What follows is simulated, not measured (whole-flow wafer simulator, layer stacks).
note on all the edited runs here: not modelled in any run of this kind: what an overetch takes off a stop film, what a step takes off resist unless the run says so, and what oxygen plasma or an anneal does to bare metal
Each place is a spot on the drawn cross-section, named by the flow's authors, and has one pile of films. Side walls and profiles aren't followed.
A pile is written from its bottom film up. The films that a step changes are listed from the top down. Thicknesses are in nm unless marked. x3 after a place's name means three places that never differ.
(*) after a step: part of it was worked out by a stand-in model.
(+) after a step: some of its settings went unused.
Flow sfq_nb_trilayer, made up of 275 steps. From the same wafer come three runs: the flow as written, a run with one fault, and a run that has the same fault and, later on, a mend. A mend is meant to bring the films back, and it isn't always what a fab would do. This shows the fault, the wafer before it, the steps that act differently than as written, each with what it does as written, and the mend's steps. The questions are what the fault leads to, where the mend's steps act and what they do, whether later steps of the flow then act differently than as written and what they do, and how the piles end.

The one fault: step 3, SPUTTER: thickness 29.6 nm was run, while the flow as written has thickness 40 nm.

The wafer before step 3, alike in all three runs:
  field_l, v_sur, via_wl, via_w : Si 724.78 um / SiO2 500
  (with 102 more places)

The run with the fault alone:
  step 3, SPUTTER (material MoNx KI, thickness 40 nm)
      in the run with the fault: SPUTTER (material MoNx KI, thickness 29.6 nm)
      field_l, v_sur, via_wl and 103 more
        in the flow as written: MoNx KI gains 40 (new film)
        in the run with the fault: MoNx KI gains 29.6 (new film)
  Steps further on in the flow that do not act as written (9 more steps, not shown, differ only slightly: by at most 2% or 0.5 nm, whichever is larger):
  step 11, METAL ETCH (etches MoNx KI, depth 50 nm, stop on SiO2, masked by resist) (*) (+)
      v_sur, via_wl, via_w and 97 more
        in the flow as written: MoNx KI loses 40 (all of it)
        in the run with the fault: MoNx KI loses 29.6 (all of it)
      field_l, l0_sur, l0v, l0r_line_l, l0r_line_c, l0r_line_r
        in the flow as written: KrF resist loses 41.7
        in the run with the fault: KrF resist loses 37
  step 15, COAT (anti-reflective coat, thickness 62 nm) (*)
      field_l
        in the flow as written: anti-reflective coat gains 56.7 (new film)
        in the run with the fault: anti-reflective coat gains 57.9 (new film)
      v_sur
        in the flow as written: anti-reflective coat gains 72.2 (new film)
        in the run with the fault: anti-reflective coat gains 69.6 (new film)
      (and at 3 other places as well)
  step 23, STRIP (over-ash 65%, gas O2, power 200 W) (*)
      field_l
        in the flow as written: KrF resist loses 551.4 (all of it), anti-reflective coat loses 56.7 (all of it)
        in the run with the fault: KrF resist loses 553.6 (all of it), anti-reflective coat loses 57.9 (all of it)
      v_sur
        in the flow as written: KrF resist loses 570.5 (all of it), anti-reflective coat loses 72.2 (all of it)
        in the run with the fault: KrF resist loses 567.5 (all of it), anti-reflective coat loses 69.6 (all of it)
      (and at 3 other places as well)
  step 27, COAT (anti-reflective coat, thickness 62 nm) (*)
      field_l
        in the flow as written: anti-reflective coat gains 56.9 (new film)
        in the run with the fault: anti-reflective coat gains 58.1 (new film)
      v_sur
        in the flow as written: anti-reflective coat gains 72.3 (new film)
        in the run with the fault: anti-reflective coat gains 69.7 (new film)
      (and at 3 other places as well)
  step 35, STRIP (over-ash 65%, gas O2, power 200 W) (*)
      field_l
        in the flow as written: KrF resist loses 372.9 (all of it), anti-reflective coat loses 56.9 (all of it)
        in the run with the fault: KrF resist loses 375.4 (all of it), anti-reflective coat loses 58.1 (all of it)
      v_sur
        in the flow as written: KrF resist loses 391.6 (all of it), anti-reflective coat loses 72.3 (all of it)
        in the run with the fault: KrF resist loses 389 (all of it), anti-reflective coat loses 69.7 (all of it)
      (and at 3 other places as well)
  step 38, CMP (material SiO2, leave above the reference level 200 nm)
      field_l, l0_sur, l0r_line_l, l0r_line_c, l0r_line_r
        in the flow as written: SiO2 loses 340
        in the run with the fault: SiO2 loses 329.6
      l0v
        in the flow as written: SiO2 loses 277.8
        in the run with the fault: SiO2 loses 267.4
  The piles end different from the flow's at field_l, l0_sur, l0v, l0r_line_l, l0r_line_c, l0r_line_r by more than 2% or 0.5 nm, whichever is larger.
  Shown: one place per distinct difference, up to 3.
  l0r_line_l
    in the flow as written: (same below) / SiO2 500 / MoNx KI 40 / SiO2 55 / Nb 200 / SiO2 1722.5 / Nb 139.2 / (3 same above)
    in the run with the fault: (same below) / SiO2 500 / MoNx KI 29.6 / SiO2 55 / Nb 200 / SiO2 1732.9 / Nb 139.2 / (3 same above)
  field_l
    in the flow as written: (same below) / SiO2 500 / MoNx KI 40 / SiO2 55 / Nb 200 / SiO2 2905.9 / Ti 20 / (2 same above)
    in the run with the fault: (same below) / SiO2 500 / MoNx KI 29.6 / SiO2 55 / Nb 200 / SiO2 2916.3 / Ti 20 / (2 same above)
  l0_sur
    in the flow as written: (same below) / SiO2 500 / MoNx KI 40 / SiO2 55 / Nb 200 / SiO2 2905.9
    in the run with the fault: (same below) / SiO2 500 / MoNx KI 29.6 / SiO2 55 / Nb 200 / SiO2 2916.3

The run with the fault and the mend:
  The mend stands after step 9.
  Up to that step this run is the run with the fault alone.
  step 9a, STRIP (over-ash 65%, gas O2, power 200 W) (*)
      v_sur, via_wl, via_w and 97 more
        anti-reflective coat loses 62 (all of it)
      field_l, l0_sur, l0v, l0r_line_l, l0r_line_c, l0r_line_r
        KrF resist loses 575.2 (all of it), anti-reflective coat loses 62 (all of it)
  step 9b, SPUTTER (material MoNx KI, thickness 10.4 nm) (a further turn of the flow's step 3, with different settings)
      field_l, v_sur, via_wl and 103 more
        MoNx KI gains 10.4
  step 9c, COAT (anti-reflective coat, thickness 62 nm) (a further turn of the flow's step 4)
      field_l, v_sur, via_wl and 103 more
        anti-reflective coat gains 62 (new film)
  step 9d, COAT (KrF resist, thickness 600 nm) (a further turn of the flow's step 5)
      field_l, v_sur, via_wl and 103 more
        KrF resist gains 600 (new film)
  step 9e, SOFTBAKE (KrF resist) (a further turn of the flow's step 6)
      leaves every film unchanged at each place that is followed
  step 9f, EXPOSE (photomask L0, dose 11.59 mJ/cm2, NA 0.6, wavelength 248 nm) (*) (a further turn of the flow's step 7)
      leaves every film unchanged at each place that is followed
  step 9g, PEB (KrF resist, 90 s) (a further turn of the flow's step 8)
      field_l, v_sur, via_wl and 103 more
        KrF resist loses 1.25
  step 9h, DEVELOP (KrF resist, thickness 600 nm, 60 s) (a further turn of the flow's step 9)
      v_sur, via_wl, via_w and 97 more
        KrF resist loses 598.7 (all of it)
      field_l, l0_sur, l0v, l0r_line_l, l0r_line_c, l0r_line_r
        KrF resist loses 23.5
  Later steps of the flow that are run all act as written at every place that is followed.
  By the end, the piles equal the flow's at every place that both follow.
